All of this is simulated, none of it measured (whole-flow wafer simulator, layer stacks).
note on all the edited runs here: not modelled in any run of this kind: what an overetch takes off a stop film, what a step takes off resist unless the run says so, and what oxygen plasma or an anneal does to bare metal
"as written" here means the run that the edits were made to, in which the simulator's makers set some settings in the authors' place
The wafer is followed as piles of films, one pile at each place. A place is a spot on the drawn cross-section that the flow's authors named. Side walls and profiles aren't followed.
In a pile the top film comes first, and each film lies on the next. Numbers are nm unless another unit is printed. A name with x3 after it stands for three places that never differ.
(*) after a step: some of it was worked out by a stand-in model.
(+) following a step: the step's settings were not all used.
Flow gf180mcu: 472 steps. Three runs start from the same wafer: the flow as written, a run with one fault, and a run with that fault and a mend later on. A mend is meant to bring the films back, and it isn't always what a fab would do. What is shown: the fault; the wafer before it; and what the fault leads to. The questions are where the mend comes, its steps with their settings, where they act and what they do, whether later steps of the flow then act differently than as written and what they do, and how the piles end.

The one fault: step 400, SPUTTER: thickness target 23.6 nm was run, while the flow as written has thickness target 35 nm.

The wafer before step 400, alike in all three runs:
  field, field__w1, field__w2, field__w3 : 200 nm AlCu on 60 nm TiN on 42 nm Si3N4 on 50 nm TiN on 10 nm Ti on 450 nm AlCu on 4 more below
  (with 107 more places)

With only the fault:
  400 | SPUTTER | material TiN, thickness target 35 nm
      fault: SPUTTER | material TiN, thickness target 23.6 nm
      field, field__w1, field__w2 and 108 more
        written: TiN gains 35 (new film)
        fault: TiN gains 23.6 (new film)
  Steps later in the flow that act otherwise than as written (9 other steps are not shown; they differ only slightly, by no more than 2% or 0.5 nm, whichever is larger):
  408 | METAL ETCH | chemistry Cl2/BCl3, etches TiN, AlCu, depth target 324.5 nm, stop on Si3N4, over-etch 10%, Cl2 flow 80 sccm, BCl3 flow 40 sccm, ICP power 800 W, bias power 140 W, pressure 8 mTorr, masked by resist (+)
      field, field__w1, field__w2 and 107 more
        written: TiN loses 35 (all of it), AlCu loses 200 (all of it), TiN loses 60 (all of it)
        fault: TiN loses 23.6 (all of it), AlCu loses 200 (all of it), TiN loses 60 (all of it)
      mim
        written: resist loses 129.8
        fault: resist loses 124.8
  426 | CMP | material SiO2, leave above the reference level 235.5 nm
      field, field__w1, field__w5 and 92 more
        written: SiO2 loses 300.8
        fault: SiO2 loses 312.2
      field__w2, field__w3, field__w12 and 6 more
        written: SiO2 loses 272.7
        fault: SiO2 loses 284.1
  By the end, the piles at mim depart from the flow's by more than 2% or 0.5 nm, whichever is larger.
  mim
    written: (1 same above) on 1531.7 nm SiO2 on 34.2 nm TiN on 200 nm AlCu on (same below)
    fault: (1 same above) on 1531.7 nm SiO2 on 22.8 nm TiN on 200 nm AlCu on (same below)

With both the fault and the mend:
  The mend stands after step 407.
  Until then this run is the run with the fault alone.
  407a | STRIP | chemistry O2/N2, power 2160 W, pressure 1700 mTorr (*)
      mim
        resist loses 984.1 (all of it)
  407b | SPUTTER | material TiN, thickness target 11.4 nm (the flow's step 400, run once more with other settings)
      field, field__w1, field__w2 and 108 more
        TiN gains 11.4
  407c | HMDS | 120 C, 60 s (the flow's step 402, run once more)
      leaves every film unchanged at each place that is followed
  407d | COAT | resist, thickness 1000 nm (the flow's step 403, run once more)
      field, field__w1, field__w2 and 108 more
        resist gains 1000 (new film)
  407e | SOFTBAKE | resist (the flow's step 404, run once more)
      leaves every film unchanged at each place that is followed
  407f | EXPOSE | photomask FuseTop (the flow's step 405, run once more)
      leaves every film unchanged at each place that is followed
  407g | PEB | resist, 70.3 s (the flow's step 406, run once more)
      field, field__w1, field__w2 and 108 more
        resist loses 15.9
  407h | DEVELOP | thickness 1000 nm, 60 s (the flow's step 407, run once more)
      field, field__w1, field__w2 and 107 more
        resist loses 984.1 (all of it)
  Every later step of the flow that is run acts as written at every place that is followed.
  The piles end the same as the flow's at every place that both follow.
